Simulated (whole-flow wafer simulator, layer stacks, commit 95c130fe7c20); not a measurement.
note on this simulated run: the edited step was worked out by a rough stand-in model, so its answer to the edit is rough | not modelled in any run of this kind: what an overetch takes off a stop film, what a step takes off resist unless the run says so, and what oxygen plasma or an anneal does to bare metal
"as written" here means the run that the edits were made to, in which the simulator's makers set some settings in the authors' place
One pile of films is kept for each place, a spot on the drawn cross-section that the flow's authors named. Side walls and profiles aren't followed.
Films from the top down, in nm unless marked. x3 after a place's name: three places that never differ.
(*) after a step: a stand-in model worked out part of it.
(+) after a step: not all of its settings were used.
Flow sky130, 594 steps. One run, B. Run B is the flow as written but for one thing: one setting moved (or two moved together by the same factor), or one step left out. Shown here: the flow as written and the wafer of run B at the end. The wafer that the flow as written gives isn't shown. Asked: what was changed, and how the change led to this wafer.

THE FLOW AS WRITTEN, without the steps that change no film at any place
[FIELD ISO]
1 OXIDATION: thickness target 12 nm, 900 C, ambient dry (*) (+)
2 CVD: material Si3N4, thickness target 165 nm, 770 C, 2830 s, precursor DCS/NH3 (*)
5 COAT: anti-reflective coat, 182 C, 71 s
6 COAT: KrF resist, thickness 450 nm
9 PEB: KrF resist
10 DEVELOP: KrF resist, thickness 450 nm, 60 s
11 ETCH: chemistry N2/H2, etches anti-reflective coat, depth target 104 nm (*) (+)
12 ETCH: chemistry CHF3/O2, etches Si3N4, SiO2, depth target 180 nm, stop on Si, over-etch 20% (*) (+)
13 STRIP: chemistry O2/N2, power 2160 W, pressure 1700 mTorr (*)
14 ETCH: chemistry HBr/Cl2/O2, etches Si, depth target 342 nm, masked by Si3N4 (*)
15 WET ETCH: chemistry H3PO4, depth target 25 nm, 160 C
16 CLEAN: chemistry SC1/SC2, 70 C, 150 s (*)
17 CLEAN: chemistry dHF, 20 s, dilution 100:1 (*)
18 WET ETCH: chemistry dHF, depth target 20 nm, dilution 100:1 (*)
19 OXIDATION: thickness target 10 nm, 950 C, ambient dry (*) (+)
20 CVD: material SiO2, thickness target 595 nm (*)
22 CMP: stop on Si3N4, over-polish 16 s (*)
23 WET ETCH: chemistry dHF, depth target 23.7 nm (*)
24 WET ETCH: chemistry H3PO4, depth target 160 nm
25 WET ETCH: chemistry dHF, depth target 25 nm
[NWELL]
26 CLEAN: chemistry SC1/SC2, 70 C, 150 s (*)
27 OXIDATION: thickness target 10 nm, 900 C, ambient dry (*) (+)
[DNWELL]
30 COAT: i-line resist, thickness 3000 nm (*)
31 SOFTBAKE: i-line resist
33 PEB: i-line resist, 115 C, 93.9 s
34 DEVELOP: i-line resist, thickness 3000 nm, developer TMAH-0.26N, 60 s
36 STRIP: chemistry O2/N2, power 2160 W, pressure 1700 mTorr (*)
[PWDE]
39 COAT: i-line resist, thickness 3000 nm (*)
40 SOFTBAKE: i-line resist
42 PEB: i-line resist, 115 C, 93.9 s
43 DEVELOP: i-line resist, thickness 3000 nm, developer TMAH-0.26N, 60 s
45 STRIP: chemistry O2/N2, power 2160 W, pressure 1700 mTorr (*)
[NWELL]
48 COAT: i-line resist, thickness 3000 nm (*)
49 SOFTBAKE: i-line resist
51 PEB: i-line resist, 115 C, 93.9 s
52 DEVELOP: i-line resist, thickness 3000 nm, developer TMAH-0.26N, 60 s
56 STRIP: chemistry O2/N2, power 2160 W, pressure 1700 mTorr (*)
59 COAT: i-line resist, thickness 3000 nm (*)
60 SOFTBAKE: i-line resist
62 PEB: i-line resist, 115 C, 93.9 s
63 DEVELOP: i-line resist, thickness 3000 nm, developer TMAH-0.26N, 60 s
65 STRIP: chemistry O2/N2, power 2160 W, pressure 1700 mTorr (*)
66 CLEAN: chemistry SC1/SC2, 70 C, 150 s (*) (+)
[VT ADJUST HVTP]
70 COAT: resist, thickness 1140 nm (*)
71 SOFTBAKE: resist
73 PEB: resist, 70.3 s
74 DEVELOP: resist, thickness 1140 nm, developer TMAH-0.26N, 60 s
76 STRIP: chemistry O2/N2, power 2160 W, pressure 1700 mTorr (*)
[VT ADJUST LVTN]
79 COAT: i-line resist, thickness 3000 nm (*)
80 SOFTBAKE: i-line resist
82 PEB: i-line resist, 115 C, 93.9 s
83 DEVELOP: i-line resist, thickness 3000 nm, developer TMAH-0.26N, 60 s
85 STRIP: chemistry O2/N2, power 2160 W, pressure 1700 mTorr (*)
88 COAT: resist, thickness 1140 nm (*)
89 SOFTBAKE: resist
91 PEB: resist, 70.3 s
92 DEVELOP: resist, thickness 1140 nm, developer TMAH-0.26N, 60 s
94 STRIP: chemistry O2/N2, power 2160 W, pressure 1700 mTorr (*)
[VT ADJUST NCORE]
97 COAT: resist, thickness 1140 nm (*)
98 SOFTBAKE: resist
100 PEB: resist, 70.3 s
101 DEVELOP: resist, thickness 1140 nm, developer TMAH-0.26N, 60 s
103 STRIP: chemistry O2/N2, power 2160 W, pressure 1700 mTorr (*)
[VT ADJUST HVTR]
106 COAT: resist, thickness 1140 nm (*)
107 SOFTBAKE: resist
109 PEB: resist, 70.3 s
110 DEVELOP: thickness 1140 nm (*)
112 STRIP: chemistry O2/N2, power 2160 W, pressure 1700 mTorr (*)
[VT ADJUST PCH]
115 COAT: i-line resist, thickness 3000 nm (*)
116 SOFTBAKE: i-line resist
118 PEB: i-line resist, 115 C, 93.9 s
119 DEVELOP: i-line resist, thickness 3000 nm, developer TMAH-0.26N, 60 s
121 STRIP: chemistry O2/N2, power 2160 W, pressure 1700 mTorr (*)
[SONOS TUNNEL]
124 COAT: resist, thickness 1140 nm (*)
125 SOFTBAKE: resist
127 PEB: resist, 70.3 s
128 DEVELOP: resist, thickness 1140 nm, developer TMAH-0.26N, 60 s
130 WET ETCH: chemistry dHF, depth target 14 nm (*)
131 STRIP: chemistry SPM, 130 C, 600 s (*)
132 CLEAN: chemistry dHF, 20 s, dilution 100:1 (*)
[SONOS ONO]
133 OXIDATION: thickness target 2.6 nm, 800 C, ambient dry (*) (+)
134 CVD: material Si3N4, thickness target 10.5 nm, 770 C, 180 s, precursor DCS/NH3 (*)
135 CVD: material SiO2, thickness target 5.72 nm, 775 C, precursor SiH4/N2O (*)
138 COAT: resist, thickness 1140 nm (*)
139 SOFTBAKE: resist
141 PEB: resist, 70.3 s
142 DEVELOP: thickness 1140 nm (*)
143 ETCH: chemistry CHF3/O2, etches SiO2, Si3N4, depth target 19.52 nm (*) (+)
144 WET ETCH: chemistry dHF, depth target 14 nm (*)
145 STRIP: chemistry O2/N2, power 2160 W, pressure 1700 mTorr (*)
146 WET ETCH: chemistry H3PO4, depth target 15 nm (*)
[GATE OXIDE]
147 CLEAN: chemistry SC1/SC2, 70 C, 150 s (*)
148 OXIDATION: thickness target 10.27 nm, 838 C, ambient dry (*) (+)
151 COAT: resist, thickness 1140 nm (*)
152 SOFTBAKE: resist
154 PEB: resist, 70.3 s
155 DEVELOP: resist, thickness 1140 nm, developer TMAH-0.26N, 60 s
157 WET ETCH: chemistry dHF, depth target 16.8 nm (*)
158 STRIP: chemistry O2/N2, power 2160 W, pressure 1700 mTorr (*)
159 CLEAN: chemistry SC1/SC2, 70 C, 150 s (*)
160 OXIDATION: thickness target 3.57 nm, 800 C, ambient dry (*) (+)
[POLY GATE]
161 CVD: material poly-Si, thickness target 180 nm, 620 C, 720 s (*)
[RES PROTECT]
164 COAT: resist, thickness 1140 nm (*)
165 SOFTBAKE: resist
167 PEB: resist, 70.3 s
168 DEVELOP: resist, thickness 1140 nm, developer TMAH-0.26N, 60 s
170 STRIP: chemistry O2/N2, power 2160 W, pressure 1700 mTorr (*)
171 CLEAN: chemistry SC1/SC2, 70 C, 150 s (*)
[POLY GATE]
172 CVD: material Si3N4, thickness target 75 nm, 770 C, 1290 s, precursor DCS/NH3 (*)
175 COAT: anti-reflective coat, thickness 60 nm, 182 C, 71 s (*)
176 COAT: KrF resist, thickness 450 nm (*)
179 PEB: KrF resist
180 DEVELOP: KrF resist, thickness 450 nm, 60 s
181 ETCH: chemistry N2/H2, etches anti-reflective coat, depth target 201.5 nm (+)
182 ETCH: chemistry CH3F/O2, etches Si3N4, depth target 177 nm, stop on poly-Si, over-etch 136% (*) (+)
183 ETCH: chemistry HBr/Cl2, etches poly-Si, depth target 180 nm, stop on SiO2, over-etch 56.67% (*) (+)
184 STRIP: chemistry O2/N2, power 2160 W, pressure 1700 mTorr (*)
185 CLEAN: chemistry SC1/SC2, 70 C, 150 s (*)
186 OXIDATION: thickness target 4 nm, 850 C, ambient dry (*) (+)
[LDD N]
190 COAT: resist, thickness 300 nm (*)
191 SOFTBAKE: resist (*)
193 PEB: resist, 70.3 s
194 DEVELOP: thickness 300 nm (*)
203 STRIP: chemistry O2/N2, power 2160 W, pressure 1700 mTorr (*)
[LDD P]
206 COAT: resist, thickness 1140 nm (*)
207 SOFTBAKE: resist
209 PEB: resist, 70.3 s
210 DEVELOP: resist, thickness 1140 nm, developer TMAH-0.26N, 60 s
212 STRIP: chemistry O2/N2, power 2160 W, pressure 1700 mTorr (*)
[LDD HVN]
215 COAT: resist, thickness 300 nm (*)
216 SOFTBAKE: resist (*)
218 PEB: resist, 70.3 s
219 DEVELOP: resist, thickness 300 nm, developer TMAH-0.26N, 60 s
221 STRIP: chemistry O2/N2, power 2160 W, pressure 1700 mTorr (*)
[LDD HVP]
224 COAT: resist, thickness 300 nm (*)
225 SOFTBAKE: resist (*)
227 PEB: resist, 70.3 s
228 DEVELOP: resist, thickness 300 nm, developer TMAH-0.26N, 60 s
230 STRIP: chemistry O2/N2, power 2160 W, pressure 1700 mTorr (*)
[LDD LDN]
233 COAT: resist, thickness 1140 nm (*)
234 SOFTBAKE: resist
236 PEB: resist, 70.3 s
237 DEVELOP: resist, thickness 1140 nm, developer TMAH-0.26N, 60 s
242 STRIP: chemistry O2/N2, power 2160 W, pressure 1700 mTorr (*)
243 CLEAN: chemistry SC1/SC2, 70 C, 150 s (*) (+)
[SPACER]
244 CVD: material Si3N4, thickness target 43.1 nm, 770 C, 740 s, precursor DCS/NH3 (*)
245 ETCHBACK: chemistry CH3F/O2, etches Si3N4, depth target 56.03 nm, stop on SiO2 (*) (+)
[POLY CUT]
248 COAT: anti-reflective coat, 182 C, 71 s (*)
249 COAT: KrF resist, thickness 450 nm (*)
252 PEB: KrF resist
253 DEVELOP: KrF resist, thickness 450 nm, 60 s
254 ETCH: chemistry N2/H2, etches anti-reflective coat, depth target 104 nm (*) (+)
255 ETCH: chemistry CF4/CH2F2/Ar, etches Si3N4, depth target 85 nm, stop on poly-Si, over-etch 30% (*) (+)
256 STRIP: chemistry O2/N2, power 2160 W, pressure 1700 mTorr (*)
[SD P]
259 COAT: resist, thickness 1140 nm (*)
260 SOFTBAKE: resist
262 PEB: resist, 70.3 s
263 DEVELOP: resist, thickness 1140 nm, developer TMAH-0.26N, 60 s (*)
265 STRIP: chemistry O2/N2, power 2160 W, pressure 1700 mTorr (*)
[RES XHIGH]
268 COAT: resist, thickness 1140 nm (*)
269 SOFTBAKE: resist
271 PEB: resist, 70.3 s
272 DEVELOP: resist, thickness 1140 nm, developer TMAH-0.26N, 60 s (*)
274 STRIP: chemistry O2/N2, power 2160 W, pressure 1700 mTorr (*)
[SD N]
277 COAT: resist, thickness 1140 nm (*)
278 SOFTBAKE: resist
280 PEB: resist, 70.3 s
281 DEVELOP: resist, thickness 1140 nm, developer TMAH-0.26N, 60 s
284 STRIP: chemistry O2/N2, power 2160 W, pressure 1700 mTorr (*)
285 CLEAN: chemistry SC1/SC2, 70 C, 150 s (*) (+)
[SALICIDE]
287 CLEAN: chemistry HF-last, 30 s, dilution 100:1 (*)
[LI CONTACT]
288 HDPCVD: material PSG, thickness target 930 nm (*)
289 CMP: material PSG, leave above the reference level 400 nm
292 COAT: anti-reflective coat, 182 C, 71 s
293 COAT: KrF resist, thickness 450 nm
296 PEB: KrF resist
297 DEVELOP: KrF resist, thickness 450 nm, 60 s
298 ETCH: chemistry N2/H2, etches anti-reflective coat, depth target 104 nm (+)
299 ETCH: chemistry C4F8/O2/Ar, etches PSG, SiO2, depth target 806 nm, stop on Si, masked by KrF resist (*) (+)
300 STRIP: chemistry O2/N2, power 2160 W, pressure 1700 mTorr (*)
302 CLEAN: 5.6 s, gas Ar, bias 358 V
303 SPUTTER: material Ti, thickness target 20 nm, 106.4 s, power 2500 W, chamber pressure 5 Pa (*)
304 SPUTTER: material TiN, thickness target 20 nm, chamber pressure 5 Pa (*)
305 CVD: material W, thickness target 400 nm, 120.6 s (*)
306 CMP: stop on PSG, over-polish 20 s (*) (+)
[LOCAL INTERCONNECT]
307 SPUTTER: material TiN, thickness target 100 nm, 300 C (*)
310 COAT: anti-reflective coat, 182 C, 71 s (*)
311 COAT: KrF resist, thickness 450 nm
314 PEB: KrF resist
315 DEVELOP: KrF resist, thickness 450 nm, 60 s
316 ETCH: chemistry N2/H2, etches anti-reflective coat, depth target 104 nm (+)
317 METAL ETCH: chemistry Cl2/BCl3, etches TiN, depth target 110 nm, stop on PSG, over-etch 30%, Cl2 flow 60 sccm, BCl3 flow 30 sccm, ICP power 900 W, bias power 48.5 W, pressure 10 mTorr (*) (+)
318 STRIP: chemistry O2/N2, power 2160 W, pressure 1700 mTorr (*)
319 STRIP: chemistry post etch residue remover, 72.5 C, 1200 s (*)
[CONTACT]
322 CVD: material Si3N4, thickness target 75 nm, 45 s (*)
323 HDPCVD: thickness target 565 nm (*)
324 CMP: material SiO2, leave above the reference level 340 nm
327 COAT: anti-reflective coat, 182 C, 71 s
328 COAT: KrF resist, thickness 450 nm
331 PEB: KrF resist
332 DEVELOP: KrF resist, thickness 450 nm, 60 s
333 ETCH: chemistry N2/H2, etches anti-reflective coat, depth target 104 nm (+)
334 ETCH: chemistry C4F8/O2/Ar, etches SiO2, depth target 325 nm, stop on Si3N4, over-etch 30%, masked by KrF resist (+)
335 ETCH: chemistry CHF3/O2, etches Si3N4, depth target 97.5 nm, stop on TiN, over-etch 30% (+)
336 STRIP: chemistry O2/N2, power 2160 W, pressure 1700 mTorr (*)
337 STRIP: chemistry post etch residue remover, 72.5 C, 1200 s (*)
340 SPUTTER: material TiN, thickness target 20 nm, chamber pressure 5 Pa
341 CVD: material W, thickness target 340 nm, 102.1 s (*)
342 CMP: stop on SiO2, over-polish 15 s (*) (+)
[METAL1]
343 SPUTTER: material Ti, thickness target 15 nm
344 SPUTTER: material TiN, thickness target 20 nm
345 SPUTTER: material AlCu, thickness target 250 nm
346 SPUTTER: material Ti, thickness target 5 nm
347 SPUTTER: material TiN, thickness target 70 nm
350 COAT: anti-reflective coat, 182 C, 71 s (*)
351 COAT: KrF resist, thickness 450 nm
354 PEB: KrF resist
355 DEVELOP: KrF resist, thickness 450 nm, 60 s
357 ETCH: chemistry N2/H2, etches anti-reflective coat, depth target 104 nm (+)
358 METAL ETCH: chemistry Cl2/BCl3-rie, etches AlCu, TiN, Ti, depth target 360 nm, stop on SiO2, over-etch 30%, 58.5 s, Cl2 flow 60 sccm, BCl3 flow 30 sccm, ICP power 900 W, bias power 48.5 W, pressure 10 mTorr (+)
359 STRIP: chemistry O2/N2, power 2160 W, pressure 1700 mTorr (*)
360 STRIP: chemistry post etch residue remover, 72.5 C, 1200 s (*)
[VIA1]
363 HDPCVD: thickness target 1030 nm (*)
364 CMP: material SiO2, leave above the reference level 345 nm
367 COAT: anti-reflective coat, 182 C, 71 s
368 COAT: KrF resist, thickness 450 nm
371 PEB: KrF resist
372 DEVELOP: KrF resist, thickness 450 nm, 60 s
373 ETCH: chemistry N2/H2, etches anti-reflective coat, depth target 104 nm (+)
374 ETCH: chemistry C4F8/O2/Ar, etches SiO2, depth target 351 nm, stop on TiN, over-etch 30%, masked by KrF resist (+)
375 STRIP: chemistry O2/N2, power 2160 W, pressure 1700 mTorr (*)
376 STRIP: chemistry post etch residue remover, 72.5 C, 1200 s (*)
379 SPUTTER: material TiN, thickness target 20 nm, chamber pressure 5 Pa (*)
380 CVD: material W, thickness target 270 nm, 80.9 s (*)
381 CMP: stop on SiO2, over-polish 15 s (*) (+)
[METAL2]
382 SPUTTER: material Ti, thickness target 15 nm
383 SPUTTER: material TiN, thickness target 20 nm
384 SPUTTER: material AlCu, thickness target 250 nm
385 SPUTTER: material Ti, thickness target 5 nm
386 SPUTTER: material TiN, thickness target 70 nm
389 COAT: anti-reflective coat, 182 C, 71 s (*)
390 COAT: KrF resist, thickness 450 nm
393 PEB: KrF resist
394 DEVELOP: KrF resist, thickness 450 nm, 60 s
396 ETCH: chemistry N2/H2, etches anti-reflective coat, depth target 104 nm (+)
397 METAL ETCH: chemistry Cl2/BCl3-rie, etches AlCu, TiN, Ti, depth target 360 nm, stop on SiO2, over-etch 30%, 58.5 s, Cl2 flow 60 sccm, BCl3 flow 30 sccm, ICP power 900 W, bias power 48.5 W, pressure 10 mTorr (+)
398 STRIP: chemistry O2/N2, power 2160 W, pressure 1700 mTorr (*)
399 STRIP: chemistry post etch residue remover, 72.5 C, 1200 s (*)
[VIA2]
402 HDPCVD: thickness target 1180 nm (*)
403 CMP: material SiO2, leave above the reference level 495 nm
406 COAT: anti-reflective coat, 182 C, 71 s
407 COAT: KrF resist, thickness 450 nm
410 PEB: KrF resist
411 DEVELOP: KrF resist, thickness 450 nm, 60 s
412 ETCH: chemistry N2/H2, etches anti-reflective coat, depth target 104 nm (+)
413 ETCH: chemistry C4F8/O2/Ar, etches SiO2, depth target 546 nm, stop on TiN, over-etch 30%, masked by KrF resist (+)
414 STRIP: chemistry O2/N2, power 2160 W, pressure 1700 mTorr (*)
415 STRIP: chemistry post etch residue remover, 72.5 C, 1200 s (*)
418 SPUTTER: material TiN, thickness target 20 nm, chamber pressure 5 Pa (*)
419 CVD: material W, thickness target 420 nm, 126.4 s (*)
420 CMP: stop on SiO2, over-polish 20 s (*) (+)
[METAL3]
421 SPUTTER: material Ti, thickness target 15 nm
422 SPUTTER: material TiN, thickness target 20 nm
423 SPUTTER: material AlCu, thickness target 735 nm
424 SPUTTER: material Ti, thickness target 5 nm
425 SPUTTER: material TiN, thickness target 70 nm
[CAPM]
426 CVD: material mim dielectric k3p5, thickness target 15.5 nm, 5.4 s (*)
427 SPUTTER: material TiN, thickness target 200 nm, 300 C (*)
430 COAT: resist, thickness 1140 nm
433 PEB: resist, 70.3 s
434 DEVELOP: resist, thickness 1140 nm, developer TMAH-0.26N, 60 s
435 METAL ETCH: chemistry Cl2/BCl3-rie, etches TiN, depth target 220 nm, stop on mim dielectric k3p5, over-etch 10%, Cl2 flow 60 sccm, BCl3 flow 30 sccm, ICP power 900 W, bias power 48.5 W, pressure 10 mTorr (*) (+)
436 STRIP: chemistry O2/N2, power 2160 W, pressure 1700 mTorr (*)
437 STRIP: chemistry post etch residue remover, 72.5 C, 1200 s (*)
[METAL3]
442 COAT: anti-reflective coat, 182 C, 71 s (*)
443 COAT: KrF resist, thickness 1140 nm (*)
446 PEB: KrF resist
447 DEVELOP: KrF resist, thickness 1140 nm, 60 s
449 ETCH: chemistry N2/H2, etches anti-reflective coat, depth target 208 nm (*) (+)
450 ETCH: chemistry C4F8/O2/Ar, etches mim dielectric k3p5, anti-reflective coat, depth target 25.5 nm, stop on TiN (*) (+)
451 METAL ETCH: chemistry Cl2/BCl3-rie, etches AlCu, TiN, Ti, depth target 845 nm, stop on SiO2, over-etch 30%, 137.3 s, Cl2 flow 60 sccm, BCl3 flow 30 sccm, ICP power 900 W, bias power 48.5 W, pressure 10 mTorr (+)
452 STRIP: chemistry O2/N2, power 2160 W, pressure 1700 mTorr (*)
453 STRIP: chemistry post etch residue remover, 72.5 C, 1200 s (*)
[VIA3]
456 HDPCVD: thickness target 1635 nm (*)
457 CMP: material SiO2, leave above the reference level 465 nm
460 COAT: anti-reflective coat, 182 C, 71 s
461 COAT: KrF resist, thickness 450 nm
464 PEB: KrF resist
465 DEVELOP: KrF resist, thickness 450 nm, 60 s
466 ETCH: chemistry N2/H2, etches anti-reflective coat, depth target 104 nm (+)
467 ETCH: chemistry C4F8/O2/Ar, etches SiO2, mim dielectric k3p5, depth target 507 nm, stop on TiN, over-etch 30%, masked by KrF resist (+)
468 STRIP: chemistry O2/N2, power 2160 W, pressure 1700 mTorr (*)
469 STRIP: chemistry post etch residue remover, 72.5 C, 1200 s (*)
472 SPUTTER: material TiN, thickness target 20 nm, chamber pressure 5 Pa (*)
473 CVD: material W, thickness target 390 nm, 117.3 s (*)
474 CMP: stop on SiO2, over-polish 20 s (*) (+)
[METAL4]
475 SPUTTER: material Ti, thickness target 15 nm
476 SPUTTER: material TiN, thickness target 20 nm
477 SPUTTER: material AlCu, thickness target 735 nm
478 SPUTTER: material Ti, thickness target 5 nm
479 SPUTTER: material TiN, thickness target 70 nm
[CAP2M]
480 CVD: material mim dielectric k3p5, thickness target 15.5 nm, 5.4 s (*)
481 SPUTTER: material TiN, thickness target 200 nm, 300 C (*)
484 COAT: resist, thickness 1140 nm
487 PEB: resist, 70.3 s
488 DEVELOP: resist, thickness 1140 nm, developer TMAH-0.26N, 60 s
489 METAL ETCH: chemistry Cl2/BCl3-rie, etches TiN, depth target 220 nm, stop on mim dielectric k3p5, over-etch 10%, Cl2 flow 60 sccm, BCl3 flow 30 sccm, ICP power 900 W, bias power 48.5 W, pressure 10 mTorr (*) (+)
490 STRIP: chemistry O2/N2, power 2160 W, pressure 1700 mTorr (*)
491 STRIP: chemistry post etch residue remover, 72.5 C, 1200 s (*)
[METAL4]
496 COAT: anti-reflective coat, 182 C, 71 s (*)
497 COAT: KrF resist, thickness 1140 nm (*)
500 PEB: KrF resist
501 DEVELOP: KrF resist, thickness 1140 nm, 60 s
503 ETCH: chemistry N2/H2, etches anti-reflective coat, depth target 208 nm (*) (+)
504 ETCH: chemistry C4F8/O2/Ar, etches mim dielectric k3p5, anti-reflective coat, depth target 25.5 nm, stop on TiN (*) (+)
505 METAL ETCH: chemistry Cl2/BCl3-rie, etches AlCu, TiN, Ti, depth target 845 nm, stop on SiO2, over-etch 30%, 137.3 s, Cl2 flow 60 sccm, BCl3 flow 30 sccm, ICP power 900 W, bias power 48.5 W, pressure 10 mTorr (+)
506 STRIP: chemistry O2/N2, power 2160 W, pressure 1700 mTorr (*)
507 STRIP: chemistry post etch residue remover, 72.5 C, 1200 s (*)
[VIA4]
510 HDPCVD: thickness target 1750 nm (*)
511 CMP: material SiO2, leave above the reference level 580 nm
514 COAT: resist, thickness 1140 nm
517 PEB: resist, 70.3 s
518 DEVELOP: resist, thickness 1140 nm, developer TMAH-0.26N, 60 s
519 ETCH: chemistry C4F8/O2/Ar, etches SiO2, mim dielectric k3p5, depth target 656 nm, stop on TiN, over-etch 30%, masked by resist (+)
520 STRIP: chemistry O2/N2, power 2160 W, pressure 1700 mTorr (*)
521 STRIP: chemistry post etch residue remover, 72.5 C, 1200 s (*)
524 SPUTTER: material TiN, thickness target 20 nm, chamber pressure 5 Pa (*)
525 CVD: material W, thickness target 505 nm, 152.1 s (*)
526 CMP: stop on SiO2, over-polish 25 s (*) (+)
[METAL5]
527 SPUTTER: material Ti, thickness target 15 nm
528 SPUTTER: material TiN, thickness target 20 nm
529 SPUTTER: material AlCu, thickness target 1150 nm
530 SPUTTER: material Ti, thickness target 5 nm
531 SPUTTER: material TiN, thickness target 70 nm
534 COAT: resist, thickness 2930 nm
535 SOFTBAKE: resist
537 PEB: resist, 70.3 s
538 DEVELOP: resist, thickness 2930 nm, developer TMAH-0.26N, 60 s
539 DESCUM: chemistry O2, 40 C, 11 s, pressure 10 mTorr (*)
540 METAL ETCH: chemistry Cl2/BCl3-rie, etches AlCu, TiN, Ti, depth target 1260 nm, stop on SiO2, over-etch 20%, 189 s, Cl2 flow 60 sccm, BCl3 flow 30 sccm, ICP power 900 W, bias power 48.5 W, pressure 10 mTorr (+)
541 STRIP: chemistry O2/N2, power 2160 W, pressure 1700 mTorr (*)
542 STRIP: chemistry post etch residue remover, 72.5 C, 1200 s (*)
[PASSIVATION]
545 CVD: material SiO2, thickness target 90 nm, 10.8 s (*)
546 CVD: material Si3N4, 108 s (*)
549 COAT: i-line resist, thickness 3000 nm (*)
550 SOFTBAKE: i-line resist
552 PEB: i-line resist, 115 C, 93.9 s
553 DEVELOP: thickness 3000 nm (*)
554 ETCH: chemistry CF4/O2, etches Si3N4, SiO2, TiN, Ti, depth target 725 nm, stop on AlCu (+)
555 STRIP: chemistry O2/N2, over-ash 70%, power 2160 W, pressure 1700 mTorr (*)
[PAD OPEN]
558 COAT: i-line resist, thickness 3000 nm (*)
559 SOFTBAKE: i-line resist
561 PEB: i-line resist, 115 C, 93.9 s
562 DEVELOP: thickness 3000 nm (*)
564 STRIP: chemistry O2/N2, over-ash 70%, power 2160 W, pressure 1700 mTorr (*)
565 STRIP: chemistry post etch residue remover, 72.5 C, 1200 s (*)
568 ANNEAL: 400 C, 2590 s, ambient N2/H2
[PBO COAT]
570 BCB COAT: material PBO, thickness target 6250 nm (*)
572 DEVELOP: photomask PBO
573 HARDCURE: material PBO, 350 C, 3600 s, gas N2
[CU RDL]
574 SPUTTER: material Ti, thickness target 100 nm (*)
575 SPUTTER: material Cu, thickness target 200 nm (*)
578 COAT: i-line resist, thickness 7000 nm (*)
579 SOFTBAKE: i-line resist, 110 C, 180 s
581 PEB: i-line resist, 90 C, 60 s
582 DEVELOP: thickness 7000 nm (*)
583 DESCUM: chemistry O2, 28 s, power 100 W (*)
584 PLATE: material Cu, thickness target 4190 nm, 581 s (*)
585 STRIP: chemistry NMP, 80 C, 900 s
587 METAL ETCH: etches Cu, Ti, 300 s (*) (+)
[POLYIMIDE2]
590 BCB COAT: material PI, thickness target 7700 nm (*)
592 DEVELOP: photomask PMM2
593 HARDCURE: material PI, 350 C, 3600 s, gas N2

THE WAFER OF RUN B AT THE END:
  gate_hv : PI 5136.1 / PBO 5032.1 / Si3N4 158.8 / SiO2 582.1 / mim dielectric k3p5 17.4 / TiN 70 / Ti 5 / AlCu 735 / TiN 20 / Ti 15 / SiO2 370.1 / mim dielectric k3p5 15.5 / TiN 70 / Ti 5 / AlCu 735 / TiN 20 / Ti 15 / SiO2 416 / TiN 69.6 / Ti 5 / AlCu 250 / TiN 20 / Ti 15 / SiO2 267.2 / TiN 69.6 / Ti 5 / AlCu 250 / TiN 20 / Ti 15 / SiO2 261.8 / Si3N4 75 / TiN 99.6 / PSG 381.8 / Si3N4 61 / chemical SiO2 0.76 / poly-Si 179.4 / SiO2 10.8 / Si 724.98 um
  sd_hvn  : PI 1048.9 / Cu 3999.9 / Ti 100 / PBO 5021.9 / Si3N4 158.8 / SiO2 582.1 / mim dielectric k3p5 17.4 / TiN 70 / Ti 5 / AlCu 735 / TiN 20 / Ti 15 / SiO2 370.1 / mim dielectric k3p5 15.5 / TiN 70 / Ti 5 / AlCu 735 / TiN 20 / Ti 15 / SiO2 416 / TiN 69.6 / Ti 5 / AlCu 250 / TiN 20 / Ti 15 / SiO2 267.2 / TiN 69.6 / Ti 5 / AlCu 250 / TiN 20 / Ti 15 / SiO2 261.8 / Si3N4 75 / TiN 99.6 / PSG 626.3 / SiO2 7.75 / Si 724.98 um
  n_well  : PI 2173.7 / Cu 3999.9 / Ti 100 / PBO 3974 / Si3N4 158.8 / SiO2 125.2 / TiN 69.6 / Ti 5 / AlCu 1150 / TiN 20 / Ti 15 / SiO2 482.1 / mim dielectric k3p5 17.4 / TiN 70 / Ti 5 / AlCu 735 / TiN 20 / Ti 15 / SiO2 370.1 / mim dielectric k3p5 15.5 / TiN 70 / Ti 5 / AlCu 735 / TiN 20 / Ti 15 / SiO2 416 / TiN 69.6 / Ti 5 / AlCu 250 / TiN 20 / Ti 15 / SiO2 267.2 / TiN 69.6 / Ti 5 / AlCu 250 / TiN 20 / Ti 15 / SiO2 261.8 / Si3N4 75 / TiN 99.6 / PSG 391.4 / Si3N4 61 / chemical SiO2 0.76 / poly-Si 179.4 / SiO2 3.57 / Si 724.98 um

The cause: step 480, CVD: thickness target 17.4 nm was run, where the flow has thickness target 15.5 nm; step 480, CVD: 6.08 s was run, where the flow has 5.4 s.
It can be read off the wafer: gate_hv has mim dielectric k3p5 17.4, and step 480 as written asks for 15.5 nm.

How the change led to this, step by step:
  480 CVD: material mim dielectric k3p5, thickness target 15.5 nm, 5.4 s (*)
      field, active, n_well and 189 more: mim dielectric k3p5 +17.4 (new film) (as written it would be: mim dielectric k3p5 +15.5 (new film))
  504 ETCH: chemistry C4F8/O2/Ar, etches mim dielectric k3p5, anti-reflective coat, depth target 25.5 nm, stop on TiN (*) (+)
      n_well, p_well, gate_hv and 102 more: KrF resist -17 (as written it would be: KrF resist -15.5)
      field, active, gate and 85 more: mim dielectric k3p5 -17.4 (all of it) (as written it would be: mim dielectric k3p5 -15.5 (all of it))
  519 ETCH: chemistry C4F8/O2/Ar, etches SiO2, mim dielectric k3p5, depth target 656 nm, stop on TiN, over-etch 30%, masked by resist (+)
      m1: SiO2 -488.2 (all of it), mim dielectric k3p5 -17.4 (all of it) (as written it would be: SiO2 -490.1 (all of it), mim dielectric k3p5 -15.5 (all of it))
      via4_hole: SiO2 -487.6 (all of it), mim dielectric k3p5 -17.4 (all of it) (as written it would be: SiO2 -489.5 (all of it), mim dielectric k3p5 -15.5 (all of it))
